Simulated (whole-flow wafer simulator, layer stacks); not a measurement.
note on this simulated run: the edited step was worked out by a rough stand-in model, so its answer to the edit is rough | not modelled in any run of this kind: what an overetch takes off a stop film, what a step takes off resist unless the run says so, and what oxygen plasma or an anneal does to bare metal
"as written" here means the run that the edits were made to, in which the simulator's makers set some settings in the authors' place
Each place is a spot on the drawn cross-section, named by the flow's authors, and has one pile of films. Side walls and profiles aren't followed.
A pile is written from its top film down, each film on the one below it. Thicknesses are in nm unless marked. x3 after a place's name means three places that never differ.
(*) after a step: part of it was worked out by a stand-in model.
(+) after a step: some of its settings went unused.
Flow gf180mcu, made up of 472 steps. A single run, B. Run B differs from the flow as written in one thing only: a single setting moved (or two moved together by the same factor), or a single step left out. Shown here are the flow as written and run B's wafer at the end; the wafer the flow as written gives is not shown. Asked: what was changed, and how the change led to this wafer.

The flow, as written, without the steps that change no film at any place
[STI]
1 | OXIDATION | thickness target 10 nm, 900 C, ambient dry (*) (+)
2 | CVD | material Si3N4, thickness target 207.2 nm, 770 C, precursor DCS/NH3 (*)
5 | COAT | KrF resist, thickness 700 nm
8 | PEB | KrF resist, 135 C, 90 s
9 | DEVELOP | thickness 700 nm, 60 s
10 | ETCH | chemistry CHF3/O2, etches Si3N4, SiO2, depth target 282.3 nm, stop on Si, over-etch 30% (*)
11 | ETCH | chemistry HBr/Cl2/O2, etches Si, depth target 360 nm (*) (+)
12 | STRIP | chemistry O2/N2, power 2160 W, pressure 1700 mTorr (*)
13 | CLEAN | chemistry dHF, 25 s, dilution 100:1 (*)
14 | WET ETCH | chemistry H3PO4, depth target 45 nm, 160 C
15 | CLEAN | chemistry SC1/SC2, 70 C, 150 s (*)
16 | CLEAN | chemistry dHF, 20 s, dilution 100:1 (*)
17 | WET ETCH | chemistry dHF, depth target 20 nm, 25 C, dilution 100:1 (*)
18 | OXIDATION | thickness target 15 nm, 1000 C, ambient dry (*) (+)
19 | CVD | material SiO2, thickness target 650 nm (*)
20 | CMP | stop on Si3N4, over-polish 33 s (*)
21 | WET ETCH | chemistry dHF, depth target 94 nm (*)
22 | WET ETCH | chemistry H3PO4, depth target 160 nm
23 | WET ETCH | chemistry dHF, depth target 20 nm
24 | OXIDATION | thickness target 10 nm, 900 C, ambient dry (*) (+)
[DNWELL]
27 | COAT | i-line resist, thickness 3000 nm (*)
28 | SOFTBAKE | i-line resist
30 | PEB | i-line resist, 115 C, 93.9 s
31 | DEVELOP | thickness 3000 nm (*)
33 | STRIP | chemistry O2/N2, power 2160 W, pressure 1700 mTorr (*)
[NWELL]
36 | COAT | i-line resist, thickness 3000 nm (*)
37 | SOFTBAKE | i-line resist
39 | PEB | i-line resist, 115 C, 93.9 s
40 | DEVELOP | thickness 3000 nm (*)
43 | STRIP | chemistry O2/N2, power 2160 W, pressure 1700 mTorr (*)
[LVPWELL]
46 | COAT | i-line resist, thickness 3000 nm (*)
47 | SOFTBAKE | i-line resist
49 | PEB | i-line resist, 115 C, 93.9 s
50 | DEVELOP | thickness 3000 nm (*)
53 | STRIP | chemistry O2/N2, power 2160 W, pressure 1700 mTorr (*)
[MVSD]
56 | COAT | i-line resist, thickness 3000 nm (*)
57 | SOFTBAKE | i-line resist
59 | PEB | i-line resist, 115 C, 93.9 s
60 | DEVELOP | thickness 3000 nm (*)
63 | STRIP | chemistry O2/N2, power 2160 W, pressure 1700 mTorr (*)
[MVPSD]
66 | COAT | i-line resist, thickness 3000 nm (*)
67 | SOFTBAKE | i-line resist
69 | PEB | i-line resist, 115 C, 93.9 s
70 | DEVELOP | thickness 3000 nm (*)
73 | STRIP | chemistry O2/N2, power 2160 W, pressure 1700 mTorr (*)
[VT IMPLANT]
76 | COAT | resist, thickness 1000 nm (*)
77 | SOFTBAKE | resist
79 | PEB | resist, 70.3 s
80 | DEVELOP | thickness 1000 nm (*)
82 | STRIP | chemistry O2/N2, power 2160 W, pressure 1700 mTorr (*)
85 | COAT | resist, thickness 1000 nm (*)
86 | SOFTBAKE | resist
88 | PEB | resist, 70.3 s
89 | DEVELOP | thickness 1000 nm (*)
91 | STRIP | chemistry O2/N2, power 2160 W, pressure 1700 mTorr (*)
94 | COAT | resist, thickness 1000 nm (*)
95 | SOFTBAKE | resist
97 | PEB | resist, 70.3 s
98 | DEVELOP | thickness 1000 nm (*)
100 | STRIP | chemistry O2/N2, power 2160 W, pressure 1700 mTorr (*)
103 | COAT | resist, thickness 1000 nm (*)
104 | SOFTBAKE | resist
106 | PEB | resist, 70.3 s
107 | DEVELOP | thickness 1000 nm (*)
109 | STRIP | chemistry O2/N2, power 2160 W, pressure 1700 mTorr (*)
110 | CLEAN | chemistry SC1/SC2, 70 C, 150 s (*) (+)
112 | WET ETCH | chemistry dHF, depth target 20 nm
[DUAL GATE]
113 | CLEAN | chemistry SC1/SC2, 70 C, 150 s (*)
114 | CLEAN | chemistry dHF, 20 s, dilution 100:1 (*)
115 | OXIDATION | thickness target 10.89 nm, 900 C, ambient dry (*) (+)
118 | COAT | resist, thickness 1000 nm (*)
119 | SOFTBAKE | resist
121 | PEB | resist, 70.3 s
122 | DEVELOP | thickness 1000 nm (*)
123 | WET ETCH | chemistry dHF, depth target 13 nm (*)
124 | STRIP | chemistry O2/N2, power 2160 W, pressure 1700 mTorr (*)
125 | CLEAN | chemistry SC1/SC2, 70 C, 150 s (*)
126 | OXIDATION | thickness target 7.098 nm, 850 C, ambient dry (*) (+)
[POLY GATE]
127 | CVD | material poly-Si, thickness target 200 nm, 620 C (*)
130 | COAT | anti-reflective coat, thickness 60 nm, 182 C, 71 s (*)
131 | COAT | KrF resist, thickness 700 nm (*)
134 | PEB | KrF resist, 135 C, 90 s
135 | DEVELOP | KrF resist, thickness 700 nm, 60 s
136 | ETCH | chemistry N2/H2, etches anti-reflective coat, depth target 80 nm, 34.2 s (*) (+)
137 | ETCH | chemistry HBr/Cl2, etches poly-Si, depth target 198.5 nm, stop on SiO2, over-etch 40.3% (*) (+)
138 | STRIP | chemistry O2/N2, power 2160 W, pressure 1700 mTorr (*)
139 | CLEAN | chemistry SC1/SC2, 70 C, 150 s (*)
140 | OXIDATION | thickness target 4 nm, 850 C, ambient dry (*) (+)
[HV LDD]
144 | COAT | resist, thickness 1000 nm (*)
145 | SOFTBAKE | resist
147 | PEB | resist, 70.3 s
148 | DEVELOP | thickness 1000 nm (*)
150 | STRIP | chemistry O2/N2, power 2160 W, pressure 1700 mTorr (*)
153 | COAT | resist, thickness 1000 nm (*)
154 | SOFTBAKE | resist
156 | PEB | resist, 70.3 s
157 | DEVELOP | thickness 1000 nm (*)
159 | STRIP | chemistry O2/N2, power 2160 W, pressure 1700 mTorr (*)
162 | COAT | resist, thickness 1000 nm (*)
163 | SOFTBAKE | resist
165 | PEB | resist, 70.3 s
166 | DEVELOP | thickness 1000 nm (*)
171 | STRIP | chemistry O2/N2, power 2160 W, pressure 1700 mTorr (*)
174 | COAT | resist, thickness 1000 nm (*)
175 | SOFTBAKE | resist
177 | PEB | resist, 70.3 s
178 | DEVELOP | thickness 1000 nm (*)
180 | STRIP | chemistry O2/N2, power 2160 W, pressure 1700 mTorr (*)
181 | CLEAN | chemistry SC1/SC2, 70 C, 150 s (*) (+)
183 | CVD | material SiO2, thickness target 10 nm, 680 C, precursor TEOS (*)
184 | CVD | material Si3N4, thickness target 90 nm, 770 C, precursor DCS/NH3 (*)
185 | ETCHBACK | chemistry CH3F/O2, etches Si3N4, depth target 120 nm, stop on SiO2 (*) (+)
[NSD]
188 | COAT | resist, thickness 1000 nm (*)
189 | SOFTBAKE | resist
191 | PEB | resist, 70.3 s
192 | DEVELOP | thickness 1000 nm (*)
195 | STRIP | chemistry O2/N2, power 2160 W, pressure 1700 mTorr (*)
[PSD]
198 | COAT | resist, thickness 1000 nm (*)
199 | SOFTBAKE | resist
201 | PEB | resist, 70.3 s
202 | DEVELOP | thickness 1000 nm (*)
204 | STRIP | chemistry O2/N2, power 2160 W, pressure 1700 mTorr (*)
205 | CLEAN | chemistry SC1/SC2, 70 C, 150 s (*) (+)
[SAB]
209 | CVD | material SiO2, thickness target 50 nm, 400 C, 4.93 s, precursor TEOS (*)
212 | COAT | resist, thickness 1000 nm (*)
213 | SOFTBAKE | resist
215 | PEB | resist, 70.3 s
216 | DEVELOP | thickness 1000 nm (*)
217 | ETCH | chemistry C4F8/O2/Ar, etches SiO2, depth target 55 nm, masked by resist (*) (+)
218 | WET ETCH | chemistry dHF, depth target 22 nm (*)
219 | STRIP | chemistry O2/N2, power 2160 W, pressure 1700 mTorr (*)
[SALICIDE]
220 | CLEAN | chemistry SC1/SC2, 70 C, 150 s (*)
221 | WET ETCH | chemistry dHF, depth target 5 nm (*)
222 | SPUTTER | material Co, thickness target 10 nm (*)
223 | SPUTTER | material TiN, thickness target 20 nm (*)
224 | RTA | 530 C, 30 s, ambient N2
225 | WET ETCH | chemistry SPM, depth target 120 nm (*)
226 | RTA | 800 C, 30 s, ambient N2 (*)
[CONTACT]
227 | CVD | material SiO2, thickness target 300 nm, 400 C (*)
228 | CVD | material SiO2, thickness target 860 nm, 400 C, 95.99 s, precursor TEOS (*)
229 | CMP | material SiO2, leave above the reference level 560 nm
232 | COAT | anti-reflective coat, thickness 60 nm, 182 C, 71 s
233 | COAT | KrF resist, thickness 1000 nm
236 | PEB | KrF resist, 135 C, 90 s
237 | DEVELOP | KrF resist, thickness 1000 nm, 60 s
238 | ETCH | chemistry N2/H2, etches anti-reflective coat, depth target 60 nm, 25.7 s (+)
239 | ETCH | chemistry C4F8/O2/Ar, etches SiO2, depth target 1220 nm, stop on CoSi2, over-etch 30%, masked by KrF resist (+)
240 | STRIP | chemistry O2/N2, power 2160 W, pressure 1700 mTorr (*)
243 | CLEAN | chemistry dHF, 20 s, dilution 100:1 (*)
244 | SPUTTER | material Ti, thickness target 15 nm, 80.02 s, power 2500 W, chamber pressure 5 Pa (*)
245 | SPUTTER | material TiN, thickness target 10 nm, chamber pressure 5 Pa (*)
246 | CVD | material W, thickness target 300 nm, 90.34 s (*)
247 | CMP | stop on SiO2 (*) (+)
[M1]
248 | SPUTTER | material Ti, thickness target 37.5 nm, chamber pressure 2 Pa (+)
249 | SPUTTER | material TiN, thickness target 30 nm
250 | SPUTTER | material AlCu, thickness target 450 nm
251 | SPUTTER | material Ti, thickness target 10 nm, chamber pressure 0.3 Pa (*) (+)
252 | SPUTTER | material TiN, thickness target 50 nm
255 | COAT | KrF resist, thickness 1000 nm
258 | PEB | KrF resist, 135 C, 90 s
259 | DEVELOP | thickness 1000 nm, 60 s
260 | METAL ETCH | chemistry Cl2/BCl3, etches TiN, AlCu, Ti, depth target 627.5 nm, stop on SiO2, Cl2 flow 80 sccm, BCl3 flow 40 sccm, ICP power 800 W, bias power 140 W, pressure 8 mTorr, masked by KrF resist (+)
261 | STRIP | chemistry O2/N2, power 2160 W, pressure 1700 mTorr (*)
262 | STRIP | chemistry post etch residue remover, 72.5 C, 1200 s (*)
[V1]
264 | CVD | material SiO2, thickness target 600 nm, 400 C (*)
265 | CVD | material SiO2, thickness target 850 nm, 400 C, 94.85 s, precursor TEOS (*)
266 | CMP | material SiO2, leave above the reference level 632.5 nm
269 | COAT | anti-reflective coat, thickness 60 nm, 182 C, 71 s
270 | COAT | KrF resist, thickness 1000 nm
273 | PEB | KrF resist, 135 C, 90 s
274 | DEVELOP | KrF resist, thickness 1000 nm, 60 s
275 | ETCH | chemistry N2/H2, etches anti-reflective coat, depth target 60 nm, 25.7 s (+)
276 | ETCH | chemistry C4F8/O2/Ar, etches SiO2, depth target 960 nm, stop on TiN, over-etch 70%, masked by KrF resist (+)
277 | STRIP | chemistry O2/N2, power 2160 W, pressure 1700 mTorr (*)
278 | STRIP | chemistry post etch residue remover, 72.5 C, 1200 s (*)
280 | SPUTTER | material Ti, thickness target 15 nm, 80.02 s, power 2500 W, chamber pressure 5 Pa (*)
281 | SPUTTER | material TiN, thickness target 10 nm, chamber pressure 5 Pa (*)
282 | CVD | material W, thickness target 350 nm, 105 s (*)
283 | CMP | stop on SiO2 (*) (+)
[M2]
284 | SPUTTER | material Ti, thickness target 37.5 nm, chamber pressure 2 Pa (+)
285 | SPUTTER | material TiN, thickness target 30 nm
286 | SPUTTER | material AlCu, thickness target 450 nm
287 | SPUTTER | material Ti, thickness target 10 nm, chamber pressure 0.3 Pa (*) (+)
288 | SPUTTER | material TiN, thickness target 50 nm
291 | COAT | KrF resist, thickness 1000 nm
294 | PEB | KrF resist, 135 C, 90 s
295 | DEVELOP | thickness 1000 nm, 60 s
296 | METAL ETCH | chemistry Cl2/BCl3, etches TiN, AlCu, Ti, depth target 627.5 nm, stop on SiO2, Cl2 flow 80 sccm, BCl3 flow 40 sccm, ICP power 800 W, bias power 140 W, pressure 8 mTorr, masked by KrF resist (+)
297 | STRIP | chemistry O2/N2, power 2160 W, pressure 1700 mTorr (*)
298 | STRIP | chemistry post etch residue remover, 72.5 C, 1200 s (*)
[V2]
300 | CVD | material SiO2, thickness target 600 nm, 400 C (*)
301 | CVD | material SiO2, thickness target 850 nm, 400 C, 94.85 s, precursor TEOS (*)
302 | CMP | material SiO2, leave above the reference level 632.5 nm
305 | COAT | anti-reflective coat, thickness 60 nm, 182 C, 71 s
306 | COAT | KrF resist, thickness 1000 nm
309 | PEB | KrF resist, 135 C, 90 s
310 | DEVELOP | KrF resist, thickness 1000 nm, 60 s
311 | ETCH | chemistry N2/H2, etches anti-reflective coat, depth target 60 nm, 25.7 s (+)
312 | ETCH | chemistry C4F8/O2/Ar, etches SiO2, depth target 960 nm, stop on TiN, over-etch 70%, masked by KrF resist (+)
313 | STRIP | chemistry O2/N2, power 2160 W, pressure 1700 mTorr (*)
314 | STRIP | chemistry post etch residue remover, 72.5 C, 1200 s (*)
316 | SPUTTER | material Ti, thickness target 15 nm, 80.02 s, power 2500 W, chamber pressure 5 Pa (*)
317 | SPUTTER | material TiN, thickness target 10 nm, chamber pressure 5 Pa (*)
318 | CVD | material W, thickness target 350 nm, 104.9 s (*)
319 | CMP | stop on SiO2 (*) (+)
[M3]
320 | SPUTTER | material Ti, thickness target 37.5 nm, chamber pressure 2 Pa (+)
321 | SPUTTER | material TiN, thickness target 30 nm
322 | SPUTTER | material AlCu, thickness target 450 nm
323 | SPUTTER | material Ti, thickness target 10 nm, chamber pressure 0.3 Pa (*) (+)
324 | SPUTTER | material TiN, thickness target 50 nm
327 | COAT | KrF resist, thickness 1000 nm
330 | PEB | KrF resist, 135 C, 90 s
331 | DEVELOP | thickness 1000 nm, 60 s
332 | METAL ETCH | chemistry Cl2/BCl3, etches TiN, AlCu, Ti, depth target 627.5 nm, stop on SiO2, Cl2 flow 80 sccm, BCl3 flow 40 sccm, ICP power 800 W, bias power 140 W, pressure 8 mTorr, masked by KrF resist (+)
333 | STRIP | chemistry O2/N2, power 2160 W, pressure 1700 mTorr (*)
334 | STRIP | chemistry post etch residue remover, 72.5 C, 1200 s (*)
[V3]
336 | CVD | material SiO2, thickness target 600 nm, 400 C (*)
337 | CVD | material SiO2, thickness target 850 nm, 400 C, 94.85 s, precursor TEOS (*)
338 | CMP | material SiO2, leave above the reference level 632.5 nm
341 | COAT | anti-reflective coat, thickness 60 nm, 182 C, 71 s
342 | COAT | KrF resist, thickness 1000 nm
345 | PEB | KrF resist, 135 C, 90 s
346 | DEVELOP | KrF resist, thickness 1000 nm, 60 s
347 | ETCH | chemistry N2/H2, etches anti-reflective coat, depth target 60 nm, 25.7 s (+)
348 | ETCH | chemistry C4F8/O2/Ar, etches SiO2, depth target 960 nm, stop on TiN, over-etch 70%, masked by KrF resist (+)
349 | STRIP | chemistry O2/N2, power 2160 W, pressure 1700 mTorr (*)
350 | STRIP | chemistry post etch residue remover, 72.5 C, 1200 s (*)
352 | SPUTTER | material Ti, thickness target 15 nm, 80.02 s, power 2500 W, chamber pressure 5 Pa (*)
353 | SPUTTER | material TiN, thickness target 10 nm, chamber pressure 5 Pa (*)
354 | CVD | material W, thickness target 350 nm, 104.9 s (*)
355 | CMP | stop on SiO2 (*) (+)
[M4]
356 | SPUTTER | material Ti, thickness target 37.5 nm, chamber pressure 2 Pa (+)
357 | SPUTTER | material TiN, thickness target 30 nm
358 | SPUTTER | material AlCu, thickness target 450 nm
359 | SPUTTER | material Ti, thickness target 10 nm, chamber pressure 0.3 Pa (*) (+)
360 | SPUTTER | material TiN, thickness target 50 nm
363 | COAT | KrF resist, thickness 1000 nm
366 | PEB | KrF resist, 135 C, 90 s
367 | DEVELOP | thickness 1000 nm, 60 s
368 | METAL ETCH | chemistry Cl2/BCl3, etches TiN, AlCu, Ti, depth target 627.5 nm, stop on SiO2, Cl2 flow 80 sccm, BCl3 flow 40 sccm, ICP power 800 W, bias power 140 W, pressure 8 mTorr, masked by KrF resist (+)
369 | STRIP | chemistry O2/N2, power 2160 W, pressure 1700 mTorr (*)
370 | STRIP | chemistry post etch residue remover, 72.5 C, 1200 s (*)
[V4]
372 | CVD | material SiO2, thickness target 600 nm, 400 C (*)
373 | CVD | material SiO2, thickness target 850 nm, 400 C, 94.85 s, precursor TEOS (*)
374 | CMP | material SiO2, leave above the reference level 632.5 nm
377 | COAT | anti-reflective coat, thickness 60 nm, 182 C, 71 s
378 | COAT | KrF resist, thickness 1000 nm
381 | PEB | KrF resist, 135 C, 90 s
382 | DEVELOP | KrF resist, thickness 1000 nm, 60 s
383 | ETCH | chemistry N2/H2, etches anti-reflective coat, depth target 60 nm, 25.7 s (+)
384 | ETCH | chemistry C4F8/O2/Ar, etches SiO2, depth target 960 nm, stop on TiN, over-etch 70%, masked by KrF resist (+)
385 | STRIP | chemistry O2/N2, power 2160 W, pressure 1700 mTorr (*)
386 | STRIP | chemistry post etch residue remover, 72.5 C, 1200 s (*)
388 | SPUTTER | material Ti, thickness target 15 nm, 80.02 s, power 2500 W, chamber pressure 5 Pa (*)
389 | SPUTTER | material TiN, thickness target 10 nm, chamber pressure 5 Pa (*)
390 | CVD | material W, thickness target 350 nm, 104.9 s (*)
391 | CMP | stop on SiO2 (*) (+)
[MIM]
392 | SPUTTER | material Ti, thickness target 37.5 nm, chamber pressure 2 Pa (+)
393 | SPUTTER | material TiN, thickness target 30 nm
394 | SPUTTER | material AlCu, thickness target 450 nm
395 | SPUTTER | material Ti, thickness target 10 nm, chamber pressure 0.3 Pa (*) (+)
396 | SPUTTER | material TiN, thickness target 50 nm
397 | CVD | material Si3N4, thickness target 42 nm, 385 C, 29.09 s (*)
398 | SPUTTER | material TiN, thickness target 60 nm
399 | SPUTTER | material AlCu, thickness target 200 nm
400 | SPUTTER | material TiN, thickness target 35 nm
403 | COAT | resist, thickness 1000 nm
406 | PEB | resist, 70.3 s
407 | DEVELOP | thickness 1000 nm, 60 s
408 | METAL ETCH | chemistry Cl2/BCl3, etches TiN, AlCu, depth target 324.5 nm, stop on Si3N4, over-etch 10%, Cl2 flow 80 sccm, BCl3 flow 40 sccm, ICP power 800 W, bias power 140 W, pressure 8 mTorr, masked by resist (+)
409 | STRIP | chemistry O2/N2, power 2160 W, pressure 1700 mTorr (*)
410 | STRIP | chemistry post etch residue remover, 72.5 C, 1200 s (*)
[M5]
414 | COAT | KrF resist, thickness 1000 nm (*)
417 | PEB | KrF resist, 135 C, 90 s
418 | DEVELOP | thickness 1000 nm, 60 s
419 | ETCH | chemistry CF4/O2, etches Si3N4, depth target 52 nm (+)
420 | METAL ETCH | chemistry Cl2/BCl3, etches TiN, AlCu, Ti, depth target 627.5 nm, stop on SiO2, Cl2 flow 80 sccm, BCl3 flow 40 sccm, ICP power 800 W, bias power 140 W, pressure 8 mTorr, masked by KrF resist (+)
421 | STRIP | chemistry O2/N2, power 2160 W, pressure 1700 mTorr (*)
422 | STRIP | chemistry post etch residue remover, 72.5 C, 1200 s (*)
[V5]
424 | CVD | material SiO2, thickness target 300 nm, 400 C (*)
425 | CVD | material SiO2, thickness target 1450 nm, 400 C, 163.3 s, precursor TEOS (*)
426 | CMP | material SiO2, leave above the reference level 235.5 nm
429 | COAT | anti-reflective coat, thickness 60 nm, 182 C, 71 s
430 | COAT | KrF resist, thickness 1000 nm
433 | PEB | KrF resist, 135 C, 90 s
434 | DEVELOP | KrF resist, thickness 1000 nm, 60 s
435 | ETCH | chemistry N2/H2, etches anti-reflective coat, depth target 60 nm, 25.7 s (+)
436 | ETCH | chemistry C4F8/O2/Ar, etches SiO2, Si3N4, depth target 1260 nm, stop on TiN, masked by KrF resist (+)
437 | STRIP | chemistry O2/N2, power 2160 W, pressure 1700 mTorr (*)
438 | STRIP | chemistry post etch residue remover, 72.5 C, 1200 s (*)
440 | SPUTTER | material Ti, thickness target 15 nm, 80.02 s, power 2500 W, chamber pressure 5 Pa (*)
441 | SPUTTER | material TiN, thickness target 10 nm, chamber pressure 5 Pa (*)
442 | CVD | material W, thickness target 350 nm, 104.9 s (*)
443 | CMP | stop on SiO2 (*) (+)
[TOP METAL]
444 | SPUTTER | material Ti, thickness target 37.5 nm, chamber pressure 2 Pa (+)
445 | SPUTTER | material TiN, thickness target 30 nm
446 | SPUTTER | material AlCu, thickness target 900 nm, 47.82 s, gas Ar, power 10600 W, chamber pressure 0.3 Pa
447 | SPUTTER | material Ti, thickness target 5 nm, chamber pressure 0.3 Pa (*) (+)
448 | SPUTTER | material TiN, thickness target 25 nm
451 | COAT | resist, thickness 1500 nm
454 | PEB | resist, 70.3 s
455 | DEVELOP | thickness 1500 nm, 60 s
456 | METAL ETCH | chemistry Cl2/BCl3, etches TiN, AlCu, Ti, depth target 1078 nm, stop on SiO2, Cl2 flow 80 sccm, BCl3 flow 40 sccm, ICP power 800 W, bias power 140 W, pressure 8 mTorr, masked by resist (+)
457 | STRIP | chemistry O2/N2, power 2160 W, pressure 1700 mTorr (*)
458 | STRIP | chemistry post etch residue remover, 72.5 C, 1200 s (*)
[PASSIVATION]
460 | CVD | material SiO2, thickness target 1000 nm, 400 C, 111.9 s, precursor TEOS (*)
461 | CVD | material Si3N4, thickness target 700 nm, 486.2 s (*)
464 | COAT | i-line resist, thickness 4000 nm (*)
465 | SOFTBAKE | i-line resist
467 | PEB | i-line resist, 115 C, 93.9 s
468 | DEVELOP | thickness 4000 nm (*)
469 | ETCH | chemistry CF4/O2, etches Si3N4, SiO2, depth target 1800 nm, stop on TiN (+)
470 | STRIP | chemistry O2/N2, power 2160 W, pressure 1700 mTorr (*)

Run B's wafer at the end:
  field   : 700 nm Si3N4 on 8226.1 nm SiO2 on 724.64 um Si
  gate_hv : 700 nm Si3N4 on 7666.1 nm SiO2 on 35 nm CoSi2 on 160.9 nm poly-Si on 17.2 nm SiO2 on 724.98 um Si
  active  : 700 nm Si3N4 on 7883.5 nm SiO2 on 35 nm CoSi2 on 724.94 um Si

Cause: step 126, OXIDATION: thickness target 10.47 nm was run, whereas the flow has thickness target 7.098 nm.

How this came from the change, step by step:
  126 | OXIDATION | thickness target 7.098 nm, 850 C, ambient dry (*) (+)
      gate_hv, active_hv, active_nat and 25 more: +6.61 SiO2, -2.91 Si (in the flow as written it would be: +3.72 SiO2, -1.64 Si)
      active, n_well, p_well and 12 more: +10.5 SiO2 (new film), -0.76 chemical SiO2 (all of it), -4.27 Si (in the flow as written it would be: +7.1 SiO2 (new film), -0.76 chemical SiO2 (all of it), -2.79 Si)
      (also at 22 further places)
  189 | SOFTBAKE | resist
      active_hv: -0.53 resist (in the flow as written it would be: +2.68 resist)
      nw_enc_fld_lv__w3: -1.6 resist (in the flow as written it would be: +2.11 resist)
      (also at 1 further place)
  199 | SOFTBAKE | resist
      active_hv: -0.53 resist (in the flow as written it would be: +2.68 resist)
      nw_enc_fld_lv__w3: -1.6 resist (in the flow as written it would be: +2.11 resist)
      (also at 1 further place)
  218 | WET ETCH | chemistry dHF, depth target 22 nm (*)
      active, p_well, sd_n, iso_ptap_pw, iso_ntap_nw, iso_ptap_sub, vpnp_e: -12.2 SiO2 (all of it) (in the flow as written it would be: -9.01 SiO2 (all of it))
      ldn_tap, ldn_src, ldn_drn, ldp_tap, ldp_src, ldp_drn, ldp_gr: -18.7 SiO2 (all of it) (in the flow as written it would be: -16 SiO2 (all of it))
      (also at 9 further places)
